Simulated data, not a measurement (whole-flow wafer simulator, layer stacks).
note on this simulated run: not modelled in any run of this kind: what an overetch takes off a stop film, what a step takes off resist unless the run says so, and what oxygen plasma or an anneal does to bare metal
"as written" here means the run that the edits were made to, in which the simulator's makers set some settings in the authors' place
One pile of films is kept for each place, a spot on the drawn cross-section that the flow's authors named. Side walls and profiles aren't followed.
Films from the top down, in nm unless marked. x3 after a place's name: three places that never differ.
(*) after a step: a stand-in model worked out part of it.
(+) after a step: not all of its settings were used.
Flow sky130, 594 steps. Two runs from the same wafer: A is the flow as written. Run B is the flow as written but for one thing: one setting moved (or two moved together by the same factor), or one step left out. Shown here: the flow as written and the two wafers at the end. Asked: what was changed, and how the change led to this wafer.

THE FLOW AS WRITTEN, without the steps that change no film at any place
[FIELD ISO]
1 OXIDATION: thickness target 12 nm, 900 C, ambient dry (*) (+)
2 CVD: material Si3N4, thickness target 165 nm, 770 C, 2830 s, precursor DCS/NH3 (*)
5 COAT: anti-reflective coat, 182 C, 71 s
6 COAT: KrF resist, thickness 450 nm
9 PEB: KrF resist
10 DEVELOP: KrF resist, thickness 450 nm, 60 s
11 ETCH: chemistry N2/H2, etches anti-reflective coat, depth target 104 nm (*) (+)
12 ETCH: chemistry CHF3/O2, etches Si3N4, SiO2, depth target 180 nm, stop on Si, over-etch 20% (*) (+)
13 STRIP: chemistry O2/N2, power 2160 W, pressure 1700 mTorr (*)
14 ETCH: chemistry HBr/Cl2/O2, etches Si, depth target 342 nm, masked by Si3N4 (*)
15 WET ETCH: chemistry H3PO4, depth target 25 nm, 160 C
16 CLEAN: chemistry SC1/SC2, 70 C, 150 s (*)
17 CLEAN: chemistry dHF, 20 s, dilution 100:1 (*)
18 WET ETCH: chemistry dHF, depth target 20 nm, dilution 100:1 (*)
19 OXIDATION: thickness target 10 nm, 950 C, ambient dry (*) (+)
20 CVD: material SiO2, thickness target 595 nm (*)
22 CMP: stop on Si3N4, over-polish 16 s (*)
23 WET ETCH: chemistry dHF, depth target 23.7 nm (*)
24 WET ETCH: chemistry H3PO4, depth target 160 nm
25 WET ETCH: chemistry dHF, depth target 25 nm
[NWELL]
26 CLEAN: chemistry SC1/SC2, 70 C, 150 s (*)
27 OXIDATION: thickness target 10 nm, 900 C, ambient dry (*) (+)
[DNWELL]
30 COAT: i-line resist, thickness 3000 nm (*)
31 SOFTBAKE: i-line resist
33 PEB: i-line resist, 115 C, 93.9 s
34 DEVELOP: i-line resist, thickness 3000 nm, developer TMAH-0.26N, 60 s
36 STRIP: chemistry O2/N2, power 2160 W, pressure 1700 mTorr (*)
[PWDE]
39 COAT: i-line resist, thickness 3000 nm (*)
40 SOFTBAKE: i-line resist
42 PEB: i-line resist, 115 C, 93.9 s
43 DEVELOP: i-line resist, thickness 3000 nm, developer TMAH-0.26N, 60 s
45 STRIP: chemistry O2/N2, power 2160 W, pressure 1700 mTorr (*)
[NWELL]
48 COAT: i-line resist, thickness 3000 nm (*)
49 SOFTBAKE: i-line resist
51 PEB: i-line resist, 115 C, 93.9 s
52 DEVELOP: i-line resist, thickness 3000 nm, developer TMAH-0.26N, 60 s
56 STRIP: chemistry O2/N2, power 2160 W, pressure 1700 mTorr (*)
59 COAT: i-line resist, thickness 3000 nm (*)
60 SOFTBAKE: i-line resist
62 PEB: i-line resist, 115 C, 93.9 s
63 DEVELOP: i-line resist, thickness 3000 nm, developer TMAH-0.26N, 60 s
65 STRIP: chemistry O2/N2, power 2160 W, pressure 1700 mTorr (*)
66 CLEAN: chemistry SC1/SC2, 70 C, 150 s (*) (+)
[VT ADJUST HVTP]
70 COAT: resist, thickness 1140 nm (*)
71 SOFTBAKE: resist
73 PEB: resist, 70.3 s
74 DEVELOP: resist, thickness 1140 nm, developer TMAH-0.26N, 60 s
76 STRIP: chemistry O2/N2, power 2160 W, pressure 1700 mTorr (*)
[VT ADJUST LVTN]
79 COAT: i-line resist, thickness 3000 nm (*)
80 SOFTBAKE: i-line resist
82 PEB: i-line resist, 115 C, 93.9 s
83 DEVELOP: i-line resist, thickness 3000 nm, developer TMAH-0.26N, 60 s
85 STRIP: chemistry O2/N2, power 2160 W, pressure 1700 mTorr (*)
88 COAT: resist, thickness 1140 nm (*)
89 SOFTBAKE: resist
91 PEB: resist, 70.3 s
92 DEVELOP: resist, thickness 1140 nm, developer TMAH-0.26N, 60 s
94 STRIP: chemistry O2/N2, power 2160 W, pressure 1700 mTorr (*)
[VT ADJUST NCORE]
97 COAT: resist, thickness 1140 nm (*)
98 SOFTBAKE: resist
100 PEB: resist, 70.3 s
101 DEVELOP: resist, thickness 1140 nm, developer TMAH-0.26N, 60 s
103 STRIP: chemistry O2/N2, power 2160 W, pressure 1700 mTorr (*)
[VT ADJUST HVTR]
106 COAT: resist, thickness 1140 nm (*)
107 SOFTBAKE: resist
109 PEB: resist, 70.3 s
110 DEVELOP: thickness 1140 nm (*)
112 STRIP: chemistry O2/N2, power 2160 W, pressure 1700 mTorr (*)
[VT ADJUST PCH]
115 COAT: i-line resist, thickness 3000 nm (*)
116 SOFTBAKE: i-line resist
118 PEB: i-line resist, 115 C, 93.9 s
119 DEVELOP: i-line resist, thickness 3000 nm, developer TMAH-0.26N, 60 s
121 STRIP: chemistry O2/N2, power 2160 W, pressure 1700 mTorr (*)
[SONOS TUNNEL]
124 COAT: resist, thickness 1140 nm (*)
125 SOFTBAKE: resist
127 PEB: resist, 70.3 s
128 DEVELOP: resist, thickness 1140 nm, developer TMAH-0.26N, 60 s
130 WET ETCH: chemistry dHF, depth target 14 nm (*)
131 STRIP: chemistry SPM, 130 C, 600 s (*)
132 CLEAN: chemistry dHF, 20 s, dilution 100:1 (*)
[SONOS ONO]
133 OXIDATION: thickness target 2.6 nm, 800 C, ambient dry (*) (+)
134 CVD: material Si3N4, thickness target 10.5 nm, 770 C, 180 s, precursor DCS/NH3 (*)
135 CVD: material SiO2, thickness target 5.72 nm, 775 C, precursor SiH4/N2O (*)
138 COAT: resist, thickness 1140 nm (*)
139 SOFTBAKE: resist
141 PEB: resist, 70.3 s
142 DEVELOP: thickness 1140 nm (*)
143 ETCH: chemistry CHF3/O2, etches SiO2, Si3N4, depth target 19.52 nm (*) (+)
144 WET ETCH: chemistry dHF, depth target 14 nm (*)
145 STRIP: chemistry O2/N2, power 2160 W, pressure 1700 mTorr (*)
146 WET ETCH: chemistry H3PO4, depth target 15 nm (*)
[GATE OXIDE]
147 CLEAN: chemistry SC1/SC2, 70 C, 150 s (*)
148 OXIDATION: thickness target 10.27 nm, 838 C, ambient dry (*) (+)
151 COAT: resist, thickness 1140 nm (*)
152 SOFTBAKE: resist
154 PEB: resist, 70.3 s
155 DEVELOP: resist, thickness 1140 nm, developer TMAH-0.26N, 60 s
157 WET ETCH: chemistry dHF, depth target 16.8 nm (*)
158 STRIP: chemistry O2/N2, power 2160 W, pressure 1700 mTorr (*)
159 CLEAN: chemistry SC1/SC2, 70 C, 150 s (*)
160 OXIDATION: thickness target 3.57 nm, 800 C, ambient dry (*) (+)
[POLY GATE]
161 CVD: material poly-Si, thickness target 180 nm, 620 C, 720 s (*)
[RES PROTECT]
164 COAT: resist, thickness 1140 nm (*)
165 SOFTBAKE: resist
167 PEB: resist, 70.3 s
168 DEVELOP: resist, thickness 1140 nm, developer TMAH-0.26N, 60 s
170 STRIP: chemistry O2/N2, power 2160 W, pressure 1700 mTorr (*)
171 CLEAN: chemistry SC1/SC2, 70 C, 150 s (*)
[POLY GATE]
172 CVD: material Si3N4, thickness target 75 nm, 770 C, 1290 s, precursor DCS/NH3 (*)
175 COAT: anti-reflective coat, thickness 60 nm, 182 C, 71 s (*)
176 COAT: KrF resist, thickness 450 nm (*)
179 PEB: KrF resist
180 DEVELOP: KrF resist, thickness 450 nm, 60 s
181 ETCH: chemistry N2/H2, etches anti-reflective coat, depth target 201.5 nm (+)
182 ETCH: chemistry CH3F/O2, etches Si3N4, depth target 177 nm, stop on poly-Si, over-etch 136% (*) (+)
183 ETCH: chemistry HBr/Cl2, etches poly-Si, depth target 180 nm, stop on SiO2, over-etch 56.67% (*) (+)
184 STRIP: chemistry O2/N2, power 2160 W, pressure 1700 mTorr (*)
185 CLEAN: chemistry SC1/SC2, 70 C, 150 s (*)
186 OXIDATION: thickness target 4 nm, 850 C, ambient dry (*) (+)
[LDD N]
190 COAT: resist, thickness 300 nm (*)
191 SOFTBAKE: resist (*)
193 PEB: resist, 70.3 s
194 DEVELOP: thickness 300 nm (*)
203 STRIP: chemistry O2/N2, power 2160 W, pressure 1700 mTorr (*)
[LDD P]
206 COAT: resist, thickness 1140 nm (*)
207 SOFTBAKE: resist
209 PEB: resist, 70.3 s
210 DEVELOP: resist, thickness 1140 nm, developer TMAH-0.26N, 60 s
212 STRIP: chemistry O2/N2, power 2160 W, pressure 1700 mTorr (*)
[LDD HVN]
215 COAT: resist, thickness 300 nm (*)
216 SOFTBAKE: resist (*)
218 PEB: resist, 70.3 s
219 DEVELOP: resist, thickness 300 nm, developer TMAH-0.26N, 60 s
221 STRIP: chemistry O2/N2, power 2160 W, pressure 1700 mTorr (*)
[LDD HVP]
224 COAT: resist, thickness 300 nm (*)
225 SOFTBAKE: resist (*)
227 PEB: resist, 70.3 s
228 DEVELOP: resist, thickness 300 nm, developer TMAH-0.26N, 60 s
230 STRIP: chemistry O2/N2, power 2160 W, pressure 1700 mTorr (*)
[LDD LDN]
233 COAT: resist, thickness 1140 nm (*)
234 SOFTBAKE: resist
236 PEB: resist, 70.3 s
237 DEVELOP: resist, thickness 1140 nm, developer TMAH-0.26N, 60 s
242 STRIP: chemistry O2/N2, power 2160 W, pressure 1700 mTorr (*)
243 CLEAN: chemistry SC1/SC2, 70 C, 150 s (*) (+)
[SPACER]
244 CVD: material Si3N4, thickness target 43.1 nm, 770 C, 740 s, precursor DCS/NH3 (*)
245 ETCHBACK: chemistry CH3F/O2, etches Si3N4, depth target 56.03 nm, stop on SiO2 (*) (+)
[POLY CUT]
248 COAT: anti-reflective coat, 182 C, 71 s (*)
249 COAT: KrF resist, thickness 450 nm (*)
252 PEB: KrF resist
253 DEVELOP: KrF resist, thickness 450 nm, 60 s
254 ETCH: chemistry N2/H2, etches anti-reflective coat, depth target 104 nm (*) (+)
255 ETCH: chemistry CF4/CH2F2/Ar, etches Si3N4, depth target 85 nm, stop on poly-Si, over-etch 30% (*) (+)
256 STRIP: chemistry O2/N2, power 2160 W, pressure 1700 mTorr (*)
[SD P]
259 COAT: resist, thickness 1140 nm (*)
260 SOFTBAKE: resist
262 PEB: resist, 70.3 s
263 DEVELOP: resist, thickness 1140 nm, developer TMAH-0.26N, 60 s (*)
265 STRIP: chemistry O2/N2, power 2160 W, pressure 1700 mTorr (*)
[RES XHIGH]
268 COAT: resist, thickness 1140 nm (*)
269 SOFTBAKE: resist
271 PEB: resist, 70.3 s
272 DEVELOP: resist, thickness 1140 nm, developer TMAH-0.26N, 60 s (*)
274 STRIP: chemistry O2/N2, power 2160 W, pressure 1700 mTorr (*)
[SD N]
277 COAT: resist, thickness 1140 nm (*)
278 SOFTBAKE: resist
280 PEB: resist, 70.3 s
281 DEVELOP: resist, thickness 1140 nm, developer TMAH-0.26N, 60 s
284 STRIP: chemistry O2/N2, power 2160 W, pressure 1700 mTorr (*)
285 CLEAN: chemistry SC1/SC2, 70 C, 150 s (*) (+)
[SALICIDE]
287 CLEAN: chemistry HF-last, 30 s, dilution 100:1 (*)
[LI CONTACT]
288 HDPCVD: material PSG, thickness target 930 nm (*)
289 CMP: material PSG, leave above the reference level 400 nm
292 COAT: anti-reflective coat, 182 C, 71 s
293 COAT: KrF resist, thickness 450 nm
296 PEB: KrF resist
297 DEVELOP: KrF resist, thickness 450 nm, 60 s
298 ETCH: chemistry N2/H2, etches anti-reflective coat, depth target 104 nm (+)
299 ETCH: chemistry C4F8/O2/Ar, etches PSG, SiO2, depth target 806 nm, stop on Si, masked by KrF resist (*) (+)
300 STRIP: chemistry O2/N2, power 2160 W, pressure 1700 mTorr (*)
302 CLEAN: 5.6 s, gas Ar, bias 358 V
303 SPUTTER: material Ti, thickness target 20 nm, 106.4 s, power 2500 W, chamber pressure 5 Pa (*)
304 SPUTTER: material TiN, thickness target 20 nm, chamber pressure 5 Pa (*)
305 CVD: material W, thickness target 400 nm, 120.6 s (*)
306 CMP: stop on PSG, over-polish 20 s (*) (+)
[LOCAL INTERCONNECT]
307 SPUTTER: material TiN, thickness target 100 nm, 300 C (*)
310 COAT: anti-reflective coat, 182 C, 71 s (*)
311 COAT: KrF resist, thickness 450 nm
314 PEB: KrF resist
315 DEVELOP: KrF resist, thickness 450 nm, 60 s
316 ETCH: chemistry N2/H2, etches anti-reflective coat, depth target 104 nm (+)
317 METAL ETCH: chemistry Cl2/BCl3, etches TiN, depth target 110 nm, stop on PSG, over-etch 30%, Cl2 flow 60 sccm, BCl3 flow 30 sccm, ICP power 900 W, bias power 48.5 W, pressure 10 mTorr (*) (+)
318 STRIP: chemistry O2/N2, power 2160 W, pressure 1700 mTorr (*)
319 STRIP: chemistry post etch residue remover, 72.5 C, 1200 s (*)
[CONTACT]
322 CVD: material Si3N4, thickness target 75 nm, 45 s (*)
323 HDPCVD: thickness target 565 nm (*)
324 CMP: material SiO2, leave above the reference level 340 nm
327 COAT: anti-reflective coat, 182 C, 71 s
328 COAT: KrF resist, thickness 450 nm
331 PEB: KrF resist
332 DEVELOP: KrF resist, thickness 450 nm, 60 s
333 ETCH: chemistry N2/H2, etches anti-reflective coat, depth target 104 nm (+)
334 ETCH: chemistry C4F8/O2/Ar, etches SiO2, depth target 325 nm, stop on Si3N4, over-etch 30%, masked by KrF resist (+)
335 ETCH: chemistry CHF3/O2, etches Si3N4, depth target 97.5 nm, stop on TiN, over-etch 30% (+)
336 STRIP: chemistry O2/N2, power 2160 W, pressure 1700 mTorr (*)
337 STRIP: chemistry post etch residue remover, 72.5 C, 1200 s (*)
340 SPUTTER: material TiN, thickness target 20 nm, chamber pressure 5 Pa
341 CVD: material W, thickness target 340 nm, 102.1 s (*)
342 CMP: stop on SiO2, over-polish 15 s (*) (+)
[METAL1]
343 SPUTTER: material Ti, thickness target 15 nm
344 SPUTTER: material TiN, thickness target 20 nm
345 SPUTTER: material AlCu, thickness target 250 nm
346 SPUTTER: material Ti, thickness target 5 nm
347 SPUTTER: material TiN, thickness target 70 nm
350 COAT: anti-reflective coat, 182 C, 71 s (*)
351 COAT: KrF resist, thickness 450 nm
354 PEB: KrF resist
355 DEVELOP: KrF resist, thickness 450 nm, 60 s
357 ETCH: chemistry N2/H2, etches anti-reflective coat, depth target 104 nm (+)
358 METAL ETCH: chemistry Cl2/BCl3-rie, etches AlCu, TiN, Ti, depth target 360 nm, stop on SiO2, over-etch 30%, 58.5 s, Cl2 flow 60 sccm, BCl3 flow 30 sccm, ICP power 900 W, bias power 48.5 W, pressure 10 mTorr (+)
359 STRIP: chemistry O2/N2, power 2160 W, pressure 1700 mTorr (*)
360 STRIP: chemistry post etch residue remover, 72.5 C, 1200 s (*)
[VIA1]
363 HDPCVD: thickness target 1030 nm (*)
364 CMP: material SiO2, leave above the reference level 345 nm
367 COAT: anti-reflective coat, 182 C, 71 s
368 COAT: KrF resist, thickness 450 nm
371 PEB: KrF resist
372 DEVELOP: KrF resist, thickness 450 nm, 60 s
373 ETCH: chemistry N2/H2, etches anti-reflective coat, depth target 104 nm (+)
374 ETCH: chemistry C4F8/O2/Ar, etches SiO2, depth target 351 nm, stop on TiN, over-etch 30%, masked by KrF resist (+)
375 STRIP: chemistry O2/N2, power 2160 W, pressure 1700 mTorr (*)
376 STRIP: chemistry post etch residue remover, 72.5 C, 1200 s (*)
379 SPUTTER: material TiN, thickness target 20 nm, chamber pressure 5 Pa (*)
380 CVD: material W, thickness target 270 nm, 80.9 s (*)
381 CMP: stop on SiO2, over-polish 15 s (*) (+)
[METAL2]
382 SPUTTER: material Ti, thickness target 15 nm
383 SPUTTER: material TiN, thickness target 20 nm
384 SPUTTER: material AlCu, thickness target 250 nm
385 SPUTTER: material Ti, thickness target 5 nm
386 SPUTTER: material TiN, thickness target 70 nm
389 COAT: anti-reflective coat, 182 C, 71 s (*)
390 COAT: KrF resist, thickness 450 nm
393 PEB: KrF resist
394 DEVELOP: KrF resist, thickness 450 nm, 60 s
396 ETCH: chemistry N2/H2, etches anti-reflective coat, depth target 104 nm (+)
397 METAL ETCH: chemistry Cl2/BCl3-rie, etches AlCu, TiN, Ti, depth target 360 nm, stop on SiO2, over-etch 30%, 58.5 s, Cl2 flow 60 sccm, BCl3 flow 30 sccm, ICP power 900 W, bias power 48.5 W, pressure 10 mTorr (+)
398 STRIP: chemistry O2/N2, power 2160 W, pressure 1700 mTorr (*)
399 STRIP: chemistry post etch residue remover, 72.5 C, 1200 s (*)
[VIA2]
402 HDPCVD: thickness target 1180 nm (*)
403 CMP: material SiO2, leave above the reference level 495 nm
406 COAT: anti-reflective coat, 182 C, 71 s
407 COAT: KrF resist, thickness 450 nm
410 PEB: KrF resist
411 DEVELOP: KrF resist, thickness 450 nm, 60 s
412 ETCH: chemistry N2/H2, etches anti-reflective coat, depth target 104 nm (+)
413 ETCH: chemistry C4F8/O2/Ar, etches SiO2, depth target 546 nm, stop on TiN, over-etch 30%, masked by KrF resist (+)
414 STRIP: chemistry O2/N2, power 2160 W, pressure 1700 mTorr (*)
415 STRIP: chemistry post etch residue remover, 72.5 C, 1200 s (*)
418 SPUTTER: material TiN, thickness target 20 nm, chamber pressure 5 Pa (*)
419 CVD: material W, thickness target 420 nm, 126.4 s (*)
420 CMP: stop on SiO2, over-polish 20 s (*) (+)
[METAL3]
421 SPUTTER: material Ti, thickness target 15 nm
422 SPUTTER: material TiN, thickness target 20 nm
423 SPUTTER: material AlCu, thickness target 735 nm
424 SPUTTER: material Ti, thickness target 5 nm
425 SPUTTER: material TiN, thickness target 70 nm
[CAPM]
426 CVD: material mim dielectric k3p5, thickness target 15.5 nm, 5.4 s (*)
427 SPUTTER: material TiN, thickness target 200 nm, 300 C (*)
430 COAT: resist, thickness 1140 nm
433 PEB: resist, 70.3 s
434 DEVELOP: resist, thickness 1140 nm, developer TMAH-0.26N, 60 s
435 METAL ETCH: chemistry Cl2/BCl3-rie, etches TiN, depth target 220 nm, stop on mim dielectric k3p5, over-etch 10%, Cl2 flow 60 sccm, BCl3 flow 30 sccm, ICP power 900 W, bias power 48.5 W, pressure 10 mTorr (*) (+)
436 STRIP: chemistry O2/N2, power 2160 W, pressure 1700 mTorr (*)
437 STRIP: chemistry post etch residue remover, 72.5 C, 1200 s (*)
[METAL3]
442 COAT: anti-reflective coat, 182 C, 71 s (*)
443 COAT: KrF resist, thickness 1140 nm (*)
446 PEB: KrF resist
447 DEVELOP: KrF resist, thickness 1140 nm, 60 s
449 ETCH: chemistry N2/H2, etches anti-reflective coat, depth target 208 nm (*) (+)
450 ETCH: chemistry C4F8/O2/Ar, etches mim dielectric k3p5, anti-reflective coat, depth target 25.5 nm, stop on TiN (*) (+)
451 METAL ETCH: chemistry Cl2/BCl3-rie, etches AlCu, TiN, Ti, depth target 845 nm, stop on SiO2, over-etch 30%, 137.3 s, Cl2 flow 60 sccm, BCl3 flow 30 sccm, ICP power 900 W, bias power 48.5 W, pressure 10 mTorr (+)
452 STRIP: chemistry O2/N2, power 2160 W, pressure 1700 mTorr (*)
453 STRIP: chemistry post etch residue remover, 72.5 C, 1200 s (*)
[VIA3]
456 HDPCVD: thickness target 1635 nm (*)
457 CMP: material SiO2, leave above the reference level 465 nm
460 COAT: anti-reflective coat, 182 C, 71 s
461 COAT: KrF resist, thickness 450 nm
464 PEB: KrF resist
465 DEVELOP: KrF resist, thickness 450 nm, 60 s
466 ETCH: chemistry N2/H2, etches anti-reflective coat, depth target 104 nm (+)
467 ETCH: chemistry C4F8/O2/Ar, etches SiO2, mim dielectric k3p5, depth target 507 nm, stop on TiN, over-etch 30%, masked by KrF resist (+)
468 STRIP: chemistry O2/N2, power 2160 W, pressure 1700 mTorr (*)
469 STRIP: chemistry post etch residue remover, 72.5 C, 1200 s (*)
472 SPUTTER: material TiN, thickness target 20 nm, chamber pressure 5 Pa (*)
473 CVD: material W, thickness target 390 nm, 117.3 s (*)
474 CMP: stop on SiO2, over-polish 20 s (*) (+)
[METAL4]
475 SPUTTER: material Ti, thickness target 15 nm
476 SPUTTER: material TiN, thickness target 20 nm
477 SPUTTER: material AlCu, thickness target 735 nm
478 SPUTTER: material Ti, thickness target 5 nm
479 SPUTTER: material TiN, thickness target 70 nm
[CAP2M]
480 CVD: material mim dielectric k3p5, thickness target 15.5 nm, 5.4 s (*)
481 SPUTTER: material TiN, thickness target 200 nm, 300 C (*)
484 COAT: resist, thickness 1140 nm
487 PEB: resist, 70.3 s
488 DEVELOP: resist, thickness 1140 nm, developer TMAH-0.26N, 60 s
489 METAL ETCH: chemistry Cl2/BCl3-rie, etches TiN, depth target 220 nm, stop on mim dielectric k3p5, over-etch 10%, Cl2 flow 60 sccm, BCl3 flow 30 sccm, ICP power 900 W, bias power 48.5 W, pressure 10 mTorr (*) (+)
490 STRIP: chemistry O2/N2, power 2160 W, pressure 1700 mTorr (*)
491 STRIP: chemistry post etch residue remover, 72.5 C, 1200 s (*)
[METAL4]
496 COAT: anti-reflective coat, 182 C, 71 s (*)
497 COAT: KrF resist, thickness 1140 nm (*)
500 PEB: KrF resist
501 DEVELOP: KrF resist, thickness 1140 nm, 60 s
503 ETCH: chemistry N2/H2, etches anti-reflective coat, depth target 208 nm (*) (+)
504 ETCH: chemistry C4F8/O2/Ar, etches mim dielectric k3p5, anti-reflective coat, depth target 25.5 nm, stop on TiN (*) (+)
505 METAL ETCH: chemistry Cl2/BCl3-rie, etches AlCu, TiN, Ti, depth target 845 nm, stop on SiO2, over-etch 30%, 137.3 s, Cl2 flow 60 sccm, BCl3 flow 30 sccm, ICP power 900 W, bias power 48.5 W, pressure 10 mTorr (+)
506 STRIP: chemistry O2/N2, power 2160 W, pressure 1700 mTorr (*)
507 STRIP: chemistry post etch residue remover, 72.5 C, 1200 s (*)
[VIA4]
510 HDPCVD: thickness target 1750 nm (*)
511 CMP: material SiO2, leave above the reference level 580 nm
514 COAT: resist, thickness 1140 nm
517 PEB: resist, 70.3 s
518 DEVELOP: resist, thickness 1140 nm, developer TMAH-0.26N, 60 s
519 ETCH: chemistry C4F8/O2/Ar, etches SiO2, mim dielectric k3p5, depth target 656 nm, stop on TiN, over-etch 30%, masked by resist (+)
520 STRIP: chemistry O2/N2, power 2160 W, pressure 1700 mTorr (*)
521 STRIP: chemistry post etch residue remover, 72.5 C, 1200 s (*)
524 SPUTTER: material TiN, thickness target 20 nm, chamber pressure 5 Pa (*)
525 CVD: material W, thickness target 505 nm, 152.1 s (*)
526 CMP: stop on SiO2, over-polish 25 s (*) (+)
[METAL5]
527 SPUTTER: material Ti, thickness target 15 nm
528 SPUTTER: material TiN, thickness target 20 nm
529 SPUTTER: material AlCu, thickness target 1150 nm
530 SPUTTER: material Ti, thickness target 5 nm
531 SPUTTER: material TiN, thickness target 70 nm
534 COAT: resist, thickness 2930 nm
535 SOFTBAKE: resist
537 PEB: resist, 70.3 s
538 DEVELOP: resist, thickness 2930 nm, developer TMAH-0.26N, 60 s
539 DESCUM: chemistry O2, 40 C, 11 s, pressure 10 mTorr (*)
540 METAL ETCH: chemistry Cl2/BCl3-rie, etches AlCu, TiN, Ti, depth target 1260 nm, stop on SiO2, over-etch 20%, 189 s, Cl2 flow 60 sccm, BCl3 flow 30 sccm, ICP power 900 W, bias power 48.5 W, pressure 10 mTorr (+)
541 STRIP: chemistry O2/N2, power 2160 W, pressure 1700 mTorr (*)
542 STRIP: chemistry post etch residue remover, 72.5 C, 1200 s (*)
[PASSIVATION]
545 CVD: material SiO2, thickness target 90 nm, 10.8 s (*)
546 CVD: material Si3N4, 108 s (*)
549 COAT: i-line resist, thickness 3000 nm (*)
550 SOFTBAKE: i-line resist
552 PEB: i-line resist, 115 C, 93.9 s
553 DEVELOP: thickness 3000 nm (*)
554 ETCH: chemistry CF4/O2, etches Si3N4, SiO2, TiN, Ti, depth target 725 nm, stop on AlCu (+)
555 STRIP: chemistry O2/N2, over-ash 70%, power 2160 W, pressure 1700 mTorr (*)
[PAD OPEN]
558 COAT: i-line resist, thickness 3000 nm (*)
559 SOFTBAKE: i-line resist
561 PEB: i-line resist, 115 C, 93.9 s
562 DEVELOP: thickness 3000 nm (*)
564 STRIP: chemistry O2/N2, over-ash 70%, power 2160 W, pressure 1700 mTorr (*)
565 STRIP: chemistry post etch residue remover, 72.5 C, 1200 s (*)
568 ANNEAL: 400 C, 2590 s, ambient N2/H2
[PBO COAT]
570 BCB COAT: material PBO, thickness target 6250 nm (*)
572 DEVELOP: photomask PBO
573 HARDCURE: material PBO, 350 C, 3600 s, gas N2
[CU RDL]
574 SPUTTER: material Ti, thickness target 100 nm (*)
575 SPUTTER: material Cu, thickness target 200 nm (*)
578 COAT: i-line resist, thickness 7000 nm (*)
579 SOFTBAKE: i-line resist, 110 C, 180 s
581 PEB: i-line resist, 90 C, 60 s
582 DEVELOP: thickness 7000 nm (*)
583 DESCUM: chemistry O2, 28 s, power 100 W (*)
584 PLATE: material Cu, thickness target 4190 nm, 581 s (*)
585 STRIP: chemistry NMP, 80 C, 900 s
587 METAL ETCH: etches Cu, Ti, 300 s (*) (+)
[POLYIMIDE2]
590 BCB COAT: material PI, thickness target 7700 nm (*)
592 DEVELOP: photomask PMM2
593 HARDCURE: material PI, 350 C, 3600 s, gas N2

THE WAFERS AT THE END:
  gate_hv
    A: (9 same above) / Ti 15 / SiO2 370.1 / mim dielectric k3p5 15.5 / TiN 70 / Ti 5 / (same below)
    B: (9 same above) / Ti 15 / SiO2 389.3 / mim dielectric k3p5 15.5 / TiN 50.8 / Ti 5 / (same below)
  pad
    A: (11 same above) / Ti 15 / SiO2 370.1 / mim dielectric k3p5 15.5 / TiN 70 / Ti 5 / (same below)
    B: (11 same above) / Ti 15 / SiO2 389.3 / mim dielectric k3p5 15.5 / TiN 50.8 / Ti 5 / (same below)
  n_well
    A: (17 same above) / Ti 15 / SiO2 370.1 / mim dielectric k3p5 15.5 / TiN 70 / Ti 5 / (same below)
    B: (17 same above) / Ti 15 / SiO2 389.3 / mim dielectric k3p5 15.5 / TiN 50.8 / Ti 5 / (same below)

The cause: step 425, SPUTTER: thickness target 50.8 nm was run, where the flow has thickness target 70 nm.
It can be read off the wafer: gate_hv has TiN 50.8, and step 425 as written asks for 70 nm.

How the change led to this, step by step:
  425 SPUTTER: material TiN, thickness target 70 nm
      field, active, n_well and 188 more: A TiN +70 (new film) | B TiN +50.8 (new film)
  451 METAL ETCH: chemistry Cl2/BCl3-rie, etches AlCu, TiN, Ti, depth target 845 nm, stop on SiO2, over-etch 30%, 137.3 s, Cl2 flow 60 sccm, BCl3 flow 30 sccm, ICP power 900 W, bias power 48.5 W, pressure 10 mTorr (+)
      field, gate, spacer and 68 more: A TiN -70 (all of it), Ti -5 (all of it), AlCu -735 (all of it), TiN -20 (all of it), Ti -15 (all of it), SiO2 -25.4 | B TiN -50.8 (all of it), Ti -5 (all of it), AlCu -735 (all of it), TiN -20 (all of it), Ti -15 (all of it), SiO2 -27.3
      active, vpp_ln, vpp_iso2 and 11 more: A TiN -70 (all of it), Ti -5 (all of it), AlCu -735 (all of it), TiN -20 (all of it), Ti -15 (all of it), SiO2 -25.3 | B TiN -50.8 (all of it), Ti -5 (all of it), AlCu -735 (all of it), TiN -20 (all of it), Ti -15 (all of it), SiO2 -27.3
  467 ETCH: chemistry C4F8/O2/Ar, etches SiO2, mim dielectric k3p5, depth target 507 nm, stop on TiN, over-etch 30%, masked by KrF resist (+)
      m1: A SiO2 -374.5 (all of it), mim dielectric k3p5 -15.5 (all of it) | B SiO2 -393.7 (all of it), mim dielectric k3p5 -15.5 (all of it)
      via3_hole: A SiO2 -373.9 (all of it), mim dielectric k3p5 -15.5 (all of it) | B SiO2 -393.1 (all of it), mim dielectric k3p5 -15.5 (all of it)
  473 CVD: material W, thickness target 390 nm, 117.3 s (*)
      m1: A W +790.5 (new film) | B W +809.9 (new film)
      via3_hole: A W +789.9 (new film) | B W +809.3 (new film)
